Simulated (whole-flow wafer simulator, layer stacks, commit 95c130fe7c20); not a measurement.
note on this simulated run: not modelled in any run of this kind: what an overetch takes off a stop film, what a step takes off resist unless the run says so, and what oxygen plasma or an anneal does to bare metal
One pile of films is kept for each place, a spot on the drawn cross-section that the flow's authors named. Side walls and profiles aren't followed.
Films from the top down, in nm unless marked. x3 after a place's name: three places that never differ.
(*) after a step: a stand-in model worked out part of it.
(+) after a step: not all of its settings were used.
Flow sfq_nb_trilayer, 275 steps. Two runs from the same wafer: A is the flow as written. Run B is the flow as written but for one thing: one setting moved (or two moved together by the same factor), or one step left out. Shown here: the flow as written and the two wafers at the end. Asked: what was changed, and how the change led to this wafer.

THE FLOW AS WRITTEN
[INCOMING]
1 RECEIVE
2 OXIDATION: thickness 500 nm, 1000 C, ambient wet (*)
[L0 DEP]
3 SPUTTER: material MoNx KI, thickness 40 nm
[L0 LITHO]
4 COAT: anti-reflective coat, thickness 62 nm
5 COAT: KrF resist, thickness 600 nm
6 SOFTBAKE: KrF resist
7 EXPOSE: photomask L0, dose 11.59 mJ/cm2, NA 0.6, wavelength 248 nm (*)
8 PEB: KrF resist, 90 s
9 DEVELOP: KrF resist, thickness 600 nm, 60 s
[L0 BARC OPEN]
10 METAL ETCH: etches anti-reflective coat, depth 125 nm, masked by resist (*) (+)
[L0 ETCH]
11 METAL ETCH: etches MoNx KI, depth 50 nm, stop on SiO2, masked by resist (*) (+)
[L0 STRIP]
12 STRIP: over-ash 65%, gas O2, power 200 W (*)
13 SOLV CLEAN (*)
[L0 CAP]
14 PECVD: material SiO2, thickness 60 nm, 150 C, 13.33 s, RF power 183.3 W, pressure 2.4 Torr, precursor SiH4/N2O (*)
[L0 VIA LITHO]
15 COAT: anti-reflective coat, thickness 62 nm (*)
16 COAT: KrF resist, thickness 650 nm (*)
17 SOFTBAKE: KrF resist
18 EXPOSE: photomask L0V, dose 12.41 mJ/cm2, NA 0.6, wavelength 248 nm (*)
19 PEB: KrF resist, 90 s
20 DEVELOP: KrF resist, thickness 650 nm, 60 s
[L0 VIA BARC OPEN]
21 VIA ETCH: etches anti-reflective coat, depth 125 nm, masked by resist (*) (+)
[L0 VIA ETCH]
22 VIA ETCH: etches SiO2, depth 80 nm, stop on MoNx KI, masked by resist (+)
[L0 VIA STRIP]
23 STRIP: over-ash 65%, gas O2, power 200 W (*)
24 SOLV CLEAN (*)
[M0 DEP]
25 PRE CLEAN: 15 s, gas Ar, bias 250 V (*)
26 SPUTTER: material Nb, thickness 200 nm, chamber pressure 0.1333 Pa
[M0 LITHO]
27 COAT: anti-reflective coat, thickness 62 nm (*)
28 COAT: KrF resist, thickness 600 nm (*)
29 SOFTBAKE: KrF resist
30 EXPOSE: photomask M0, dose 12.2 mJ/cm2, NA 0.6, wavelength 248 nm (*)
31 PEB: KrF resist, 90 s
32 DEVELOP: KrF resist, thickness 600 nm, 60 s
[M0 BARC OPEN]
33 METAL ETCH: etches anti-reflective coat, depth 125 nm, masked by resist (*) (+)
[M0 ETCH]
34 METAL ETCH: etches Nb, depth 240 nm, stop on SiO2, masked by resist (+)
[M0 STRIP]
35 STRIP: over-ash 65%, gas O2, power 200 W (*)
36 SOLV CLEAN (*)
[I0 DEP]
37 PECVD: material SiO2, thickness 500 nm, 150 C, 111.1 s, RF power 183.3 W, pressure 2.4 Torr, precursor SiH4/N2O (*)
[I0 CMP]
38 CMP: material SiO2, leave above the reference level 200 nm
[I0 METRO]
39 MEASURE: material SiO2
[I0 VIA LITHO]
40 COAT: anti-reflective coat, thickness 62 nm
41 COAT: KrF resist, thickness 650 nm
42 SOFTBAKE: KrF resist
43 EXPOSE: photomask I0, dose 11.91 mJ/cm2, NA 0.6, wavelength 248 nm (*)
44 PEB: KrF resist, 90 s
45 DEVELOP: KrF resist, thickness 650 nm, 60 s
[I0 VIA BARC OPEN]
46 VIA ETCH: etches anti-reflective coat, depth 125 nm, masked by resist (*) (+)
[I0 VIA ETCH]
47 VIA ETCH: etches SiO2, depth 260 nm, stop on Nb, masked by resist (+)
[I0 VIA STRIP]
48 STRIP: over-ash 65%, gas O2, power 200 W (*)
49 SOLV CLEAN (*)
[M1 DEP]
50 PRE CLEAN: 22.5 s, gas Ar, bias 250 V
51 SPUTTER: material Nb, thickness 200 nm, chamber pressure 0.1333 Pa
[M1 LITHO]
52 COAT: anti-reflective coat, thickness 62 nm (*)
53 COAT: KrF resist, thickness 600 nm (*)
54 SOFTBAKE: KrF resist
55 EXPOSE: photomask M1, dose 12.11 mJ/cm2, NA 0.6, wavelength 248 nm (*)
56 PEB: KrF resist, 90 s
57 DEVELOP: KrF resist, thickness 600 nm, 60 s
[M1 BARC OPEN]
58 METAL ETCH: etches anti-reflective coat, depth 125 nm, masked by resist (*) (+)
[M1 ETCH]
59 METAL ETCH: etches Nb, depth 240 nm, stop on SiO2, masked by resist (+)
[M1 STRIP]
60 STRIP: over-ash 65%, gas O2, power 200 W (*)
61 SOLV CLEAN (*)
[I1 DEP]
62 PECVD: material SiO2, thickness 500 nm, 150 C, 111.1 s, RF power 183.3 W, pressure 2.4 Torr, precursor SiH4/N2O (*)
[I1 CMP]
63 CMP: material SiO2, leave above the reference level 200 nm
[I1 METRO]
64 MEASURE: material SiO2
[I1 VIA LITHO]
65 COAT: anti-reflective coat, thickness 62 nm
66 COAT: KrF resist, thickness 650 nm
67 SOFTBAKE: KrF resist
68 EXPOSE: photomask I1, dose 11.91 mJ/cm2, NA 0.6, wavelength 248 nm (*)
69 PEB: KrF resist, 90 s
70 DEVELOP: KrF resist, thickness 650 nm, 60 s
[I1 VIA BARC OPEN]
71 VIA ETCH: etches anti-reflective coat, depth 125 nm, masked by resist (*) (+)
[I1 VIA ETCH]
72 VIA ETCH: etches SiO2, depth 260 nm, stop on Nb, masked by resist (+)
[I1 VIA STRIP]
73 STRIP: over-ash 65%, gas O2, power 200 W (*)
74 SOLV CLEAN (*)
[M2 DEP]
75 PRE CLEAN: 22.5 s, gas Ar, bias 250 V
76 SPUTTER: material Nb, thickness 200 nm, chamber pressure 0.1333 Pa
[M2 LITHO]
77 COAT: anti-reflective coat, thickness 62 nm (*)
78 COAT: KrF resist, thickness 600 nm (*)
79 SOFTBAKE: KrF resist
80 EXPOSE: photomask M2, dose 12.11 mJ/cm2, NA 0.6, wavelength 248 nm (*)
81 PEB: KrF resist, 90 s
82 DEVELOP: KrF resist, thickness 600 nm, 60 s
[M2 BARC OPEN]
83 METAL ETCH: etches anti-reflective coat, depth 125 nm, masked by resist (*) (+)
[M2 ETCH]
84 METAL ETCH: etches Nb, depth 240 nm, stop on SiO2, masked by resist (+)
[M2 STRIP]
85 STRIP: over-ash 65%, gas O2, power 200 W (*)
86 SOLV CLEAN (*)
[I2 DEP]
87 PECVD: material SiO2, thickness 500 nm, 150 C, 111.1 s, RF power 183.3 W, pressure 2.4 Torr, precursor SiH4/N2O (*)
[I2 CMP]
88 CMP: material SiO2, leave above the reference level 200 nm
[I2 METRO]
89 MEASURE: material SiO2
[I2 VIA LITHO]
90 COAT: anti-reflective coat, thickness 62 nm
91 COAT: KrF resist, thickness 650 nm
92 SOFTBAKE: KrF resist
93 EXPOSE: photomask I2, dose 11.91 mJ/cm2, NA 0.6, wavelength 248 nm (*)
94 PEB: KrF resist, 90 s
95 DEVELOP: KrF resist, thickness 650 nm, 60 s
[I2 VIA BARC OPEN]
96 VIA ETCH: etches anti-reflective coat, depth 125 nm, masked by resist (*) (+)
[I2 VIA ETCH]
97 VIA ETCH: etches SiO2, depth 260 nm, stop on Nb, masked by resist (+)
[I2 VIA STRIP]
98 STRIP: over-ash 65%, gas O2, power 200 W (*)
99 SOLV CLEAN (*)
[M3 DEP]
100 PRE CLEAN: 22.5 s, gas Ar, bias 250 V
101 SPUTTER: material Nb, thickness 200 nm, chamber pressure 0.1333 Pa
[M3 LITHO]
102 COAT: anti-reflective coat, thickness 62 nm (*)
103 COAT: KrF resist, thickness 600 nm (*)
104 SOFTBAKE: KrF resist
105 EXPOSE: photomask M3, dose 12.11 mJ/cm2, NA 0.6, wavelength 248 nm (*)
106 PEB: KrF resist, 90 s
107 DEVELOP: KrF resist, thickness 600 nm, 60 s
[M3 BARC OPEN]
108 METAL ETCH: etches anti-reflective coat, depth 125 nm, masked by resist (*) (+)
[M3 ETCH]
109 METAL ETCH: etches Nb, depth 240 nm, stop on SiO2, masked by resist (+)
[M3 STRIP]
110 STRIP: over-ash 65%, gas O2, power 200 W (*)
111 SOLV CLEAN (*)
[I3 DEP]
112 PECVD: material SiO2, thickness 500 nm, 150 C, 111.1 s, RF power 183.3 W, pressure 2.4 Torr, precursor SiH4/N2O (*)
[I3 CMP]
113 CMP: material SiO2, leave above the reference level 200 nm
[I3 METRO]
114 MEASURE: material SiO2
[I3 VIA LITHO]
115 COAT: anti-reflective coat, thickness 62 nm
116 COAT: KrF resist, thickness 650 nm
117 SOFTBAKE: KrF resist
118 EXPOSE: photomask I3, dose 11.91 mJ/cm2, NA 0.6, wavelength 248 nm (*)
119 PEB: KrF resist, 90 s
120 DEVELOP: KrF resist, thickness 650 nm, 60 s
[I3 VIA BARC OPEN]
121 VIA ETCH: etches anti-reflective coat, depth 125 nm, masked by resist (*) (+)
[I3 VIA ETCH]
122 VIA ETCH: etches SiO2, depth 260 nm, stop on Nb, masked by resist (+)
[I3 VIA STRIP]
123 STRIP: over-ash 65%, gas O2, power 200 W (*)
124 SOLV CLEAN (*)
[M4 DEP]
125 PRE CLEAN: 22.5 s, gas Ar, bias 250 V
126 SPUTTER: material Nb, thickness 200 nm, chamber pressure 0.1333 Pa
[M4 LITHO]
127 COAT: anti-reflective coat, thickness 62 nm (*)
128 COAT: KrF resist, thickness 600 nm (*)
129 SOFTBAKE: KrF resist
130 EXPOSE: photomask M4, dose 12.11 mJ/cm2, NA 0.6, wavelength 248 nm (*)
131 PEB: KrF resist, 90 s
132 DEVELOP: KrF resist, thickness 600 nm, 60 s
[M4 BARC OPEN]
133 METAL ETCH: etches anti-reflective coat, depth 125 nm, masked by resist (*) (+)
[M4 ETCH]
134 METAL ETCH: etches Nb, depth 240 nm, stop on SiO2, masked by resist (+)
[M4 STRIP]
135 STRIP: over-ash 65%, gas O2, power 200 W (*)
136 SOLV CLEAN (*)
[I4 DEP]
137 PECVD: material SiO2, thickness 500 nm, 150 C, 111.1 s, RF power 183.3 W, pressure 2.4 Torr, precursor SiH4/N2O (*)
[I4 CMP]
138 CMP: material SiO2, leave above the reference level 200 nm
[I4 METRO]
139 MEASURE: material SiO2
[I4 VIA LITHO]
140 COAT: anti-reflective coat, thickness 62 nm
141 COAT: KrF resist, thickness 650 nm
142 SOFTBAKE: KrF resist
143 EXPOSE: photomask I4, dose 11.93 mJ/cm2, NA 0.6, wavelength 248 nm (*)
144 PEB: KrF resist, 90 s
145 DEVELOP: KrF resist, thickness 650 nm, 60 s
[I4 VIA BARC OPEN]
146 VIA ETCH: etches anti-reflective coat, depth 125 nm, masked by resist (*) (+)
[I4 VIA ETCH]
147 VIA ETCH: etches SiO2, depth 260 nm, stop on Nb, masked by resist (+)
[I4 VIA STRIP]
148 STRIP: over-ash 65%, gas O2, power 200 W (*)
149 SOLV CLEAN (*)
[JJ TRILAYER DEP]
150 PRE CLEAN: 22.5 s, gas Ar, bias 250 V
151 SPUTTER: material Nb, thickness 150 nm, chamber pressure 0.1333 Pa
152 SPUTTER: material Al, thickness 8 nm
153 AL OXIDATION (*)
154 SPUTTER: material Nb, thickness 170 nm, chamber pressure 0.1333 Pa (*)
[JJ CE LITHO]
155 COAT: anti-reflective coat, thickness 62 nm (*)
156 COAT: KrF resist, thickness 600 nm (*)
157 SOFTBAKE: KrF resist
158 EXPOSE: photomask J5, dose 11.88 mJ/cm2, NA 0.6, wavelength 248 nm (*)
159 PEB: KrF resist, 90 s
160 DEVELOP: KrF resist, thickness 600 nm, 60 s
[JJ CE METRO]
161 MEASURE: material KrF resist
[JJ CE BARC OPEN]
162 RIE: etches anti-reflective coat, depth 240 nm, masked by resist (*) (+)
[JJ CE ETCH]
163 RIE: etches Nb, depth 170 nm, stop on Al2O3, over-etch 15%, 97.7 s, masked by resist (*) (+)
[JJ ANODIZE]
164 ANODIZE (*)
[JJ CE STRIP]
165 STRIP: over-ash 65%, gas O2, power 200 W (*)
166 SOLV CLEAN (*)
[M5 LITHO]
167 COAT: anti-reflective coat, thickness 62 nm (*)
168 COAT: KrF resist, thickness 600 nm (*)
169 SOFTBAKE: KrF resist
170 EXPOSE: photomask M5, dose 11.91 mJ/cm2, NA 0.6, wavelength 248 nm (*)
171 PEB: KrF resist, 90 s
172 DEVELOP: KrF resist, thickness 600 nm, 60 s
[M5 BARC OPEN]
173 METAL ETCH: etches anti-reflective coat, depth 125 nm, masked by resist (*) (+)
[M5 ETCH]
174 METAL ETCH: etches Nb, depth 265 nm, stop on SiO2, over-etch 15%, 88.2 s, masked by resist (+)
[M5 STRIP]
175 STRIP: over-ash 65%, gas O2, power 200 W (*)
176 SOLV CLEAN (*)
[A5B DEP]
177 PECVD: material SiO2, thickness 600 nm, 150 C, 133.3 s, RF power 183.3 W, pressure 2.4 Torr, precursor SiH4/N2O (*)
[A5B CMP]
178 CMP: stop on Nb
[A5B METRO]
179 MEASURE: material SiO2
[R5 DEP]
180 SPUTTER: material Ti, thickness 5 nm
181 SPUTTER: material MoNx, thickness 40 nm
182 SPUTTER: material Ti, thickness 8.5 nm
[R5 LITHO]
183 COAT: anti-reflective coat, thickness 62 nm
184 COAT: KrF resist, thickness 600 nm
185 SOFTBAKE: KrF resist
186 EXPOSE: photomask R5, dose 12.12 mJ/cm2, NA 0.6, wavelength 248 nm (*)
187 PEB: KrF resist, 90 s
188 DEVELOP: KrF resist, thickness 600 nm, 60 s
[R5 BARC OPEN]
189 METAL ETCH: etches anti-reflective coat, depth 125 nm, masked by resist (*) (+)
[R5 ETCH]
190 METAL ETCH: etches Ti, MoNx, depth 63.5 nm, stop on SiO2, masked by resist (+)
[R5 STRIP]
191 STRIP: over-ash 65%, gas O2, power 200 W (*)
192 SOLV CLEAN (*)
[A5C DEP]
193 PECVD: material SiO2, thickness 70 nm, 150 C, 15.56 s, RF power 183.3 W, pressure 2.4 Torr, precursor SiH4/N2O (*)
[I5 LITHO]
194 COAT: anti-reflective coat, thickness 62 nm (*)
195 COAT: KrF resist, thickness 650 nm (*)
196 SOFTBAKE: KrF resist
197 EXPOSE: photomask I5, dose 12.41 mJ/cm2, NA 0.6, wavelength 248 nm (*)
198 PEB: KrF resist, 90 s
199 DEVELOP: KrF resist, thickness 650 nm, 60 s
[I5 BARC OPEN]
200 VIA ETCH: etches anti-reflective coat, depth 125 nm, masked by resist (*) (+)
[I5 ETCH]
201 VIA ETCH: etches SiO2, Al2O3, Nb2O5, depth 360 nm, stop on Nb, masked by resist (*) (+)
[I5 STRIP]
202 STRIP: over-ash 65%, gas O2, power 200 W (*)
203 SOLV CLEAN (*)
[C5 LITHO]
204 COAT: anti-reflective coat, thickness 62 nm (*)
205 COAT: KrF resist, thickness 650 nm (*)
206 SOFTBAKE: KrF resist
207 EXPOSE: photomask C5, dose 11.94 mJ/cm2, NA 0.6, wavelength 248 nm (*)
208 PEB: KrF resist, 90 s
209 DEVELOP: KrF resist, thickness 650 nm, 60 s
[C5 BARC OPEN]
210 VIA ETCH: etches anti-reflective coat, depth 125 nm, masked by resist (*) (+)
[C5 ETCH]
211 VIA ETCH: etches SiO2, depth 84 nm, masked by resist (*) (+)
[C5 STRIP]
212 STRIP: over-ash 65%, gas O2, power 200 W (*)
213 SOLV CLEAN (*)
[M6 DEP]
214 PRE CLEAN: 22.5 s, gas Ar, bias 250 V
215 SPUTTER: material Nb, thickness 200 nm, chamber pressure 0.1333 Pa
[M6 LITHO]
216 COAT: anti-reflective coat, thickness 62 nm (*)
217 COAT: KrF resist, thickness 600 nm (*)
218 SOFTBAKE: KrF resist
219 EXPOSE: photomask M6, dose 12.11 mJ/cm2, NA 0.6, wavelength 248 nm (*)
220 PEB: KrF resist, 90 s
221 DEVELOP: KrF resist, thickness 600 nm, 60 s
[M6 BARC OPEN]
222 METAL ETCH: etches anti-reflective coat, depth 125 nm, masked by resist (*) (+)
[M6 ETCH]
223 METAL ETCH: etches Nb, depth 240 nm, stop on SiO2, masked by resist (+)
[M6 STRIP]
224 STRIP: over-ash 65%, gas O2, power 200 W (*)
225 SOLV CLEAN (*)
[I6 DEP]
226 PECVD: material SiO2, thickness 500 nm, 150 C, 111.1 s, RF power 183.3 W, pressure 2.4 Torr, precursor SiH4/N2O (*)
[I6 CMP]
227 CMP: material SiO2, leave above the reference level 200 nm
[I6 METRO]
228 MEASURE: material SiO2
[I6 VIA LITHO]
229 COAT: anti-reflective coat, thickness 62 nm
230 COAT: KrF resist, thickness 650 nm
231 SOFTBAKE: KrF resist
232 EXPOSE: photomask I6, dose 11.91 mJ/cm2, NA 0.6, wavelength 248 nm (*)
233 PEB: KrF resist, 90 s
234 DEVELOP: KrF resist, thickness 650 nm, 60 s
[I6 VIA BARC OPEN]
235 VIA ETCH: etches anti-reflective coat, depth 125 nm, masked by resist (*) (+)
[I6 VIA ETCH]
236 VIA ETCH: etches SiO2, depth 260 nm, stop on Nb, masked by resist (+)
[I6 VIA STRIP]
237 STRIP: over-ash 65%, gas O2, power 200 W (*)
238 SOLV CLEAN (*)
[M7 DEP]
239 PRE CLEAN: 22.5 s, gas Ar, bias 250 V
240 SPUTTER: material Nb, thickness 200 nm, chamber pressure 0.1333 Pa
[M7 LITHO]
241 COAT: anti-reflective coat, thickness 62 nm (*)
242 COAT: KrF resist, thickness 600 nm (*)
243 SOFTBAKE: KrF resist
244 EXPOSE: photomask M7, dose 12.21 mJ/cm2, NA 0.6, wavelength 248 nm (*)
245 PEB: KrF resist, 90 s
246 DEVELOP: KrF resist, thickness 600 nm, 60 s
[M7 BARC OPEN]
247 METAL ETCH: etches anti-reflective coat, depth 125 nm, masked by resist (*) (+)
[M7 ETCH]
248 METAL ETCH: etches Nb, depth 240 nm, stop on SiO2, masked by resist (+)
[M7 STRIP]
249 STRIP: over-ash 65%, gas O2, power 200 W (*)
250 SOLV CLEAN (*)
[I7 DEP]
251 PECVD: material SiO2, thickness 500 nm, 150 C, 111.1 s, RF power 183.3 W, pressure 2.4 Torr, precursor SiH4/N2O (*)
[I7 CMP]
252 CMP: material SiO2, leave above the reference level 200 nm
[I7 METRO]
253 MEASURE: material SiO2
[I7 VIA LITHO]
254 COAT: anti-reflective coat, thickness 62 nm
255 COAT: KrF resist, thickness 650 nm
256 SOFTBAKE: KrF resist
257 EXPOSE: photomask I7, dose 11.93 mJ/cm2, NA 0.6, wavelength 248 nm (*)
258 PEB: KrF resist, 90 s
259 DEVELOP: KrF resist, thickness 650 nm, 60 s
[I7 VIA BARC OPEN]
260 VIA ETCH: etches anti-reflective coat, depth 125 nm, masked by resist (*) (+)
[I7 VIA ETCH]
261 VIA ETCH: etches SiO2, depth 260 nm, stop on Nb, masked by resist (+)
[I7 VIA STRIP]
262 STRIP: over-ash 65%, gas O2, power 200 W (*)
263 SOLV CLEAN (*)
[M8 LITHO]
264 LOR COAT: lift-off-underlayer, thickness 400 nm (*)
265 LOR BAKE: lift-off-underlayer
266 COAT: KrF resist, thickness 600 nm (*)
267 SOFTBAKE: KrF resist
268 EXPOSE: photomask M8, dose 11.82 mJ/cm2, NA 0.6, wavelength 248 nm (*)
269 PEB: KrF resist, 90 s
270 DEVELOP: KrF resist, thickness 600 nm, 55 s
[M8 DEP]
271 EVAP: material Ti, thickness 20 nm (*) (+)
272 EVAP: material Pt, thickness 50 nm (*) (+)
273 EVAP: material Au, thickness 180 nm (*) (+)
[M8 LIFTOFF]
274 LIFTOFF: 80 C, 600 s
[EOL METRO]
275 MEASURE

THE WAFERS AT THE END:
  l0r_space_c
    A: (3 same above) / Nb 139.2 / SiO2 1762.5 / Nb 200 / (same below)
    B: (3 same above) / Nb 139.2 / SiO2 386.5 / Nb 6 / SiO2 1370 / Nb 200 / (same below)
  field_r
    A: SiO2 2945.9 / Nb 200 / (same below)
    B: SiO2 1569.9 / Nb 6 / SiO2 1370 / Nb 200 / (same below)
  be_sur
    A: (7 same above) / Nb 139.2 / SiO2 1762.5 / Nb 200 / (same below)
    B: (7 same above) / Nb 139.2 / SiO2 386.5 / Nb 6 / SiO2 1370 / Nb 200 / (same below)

The cause: step 134, METAL ETCH: depth 194 nm was run, where the flow has depth 240 nm.

How the change led to this, step by step:
  134 METAL ETCH: etches Nb, depth 240 nm, stop on SiO2, masked by resist (+)
      field_l, be, be_sur and 64 more: A Nb -200 (all of it) | B Nb -194
      v_sur, via_wl, via_w and 36 more: A KrF resist -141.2 | B KrF resist -114.1
  135 STRIP: over-ash 65%, gas O2, power 200 W (*)
      p4_fl, p4_fm, p4_w1 and 26 more: A KrF resist -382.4 (all of it), anti-reflective coat -62 (all of it) | B KrF resist -409.4 (all of it), anti-reflective coat -62 (all of it)
      ln_m5, lsp_m, ln_m6: A KrF resist -381.9 (all of it), anti-reflective coat -61.8 (all of it) | B KrF resist -409 (all of it), anti-reflective coat -61.8 (all of it)
      (and at 7 more places)
  137 PECVD: material SiO2, thickness 500 nm, 150 C, 111.1 s, RF power 183.3 W, pressure 2.4 Torr, precursor SiH4/N2O (*)
      field_l, be, be_sur and 55 more: A SiO2 +500 | B SiO2 +500 (new film)
      p3_s0, p3_s1, p3_s2, p3_s3, p3_s4, p3_s5: A SiO2 +557.1 | B SiO2 +551.1 (new film)
      (and at 3 more places)
  138 CMP: material SiO2, leave above the reference level 200 nm
      field_l, be, be_sur and 55 more: A SiO2 -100 | B SiO2 -106
      lsp_r, l0_sur, l0v: A SiO2 -91.9 | B SiO2 -98.2
Counting metal films that touch as one body, l0r_space_c has 3 bodies (between them, from the top down: SiO2 386.5; SiO2 1370); the flow as written gives 2 bodies (between them, from the top down: SiO2 1762.5).
Counting metal films that touch as one body, field_r has 2 bodies (between them, from the top down: SiO2 1370); the flow as written gives 1 body.
Counting metal films that touch as one body, be_sur has 5 bodies (between them, from the top down: SiO2 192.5; SiO2 209 / Al2O3 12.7 / Nb2O5 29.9; SiO2 386.5; SiO2 1370); the flow as written gives 4 bodies (between them, from the top down: SiO2 192.5; SiO2 209 / Al2O3 12.7 / Nb2O5 29.9; SiO2 1762.5).
